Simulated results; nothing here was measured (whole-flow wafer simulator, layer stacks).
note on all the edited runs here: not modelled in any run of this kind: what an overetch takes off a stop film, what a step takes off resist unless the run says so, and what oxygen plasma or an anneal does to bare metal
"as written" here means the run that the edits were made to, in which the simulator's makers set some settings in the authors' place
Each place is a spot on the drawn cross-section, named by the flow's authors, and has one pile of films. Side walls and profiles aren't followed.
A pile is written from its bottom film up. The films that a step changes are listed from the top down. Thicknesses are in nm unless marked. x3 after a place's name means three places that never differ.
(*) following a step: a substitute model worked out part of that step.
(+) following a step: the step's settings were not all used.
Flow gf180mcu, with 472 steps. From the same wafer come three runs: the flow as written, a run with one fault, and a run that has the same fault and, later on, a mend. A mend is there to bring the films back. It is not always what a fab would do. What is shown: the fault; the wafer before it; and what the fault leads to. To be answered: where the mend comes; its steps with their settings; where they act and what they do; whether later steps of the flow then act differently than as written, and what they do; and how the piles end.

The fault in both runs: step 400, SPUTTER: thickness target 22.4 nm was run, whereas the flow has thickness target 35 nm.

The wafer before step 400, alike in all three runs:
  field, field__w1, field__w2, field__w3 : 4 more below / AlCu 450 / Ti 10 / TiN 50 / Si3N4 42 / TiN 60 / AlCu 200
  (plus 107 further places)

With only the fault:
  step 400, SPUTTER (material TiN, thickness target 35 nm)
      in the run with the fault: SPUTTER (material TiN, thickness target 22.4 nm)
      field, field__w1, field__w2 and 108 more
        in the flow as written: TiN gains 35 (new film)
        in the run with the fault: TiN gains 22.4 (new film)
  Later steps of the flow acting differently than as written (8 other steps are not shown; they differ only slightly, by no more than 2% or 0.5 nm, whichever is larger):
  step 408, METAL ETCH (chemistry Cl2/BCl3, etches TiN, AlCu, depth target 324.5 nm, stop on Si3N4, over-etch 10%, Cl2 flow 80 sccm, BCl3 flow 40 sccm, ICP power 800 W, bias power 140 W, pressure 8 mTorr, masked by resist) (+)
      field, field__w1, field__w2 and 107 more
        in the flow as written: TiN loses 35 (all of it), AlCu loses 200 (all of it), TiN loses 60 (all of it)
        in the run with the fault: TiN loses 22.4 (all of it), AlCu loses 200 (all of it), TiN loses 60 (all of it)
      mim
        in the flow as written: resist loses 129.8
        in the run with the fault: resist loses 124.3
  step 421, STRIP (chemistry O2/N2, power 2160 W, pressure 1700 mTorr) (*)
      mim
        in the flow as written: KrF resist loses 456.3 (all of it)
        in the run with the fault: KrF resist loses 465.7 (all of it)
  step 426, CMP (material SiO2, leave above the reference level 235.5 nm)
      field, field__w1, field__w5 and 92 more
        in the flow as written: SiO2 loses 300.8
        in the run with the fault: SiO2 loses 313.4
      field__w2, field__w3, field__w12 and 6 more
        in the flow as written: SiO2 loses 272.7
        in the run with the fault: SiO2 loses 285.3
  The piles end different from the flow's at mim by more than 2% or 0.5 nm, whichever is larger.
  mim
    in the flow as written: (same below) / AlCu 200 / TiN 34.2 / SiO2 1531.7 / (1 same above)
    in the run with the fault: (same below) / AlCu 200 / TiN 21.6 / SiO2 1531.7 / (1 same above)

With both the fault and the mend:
  The mend follows step 407.
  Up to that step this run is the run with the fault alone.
  step 407a, STRIP (chemistry O2/N2, power 2160 W, pressure 1700 mTorr) (*)
      mim
        resist loses 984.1 (all of it)
  step 407b, SPUTTER (material TiN, thickness target 12.6 nm) (the flow's step 400 again, with other settings)
      field, field__w1, field__w2 and 108 more
        TiN gains 12.6
  step 407c, HMDS (120 C, 60 s) (the flow's step 402 again)
      does not change any film at any place that is followed
  step 407d, COAT (resist, thickness 1000 nm) (the flow's step 403 again)
      field, field__w1, field__w2 and 108 more
        resist gains 1000 (new film)
  step 407e, SOFTBAKE (resist) (the flow's step 404 again)
      does not change any film at any place that is followed
  step 407f, EXPOSE (photomask FuseTop) (the flow's step 405 again)
      does not change any film at any place that is followed
  step 407g, PEB (resist, 70.3 s) (the flow's step 406 again)
      field, field__w1, field__w2 and 108 more
        resist loses 15.9
  step 407h, DEVELOP (thickness 1000 nm, 60 s) (the flow's step 407 again)
      field, field__w1, field__w2 and 107 more
        resist loses 984.1 (all of it)
  None of the later steps of the flow acts differently than as written at any place that is followed.
  At every place that both follow, the piles at the end match the flow's.
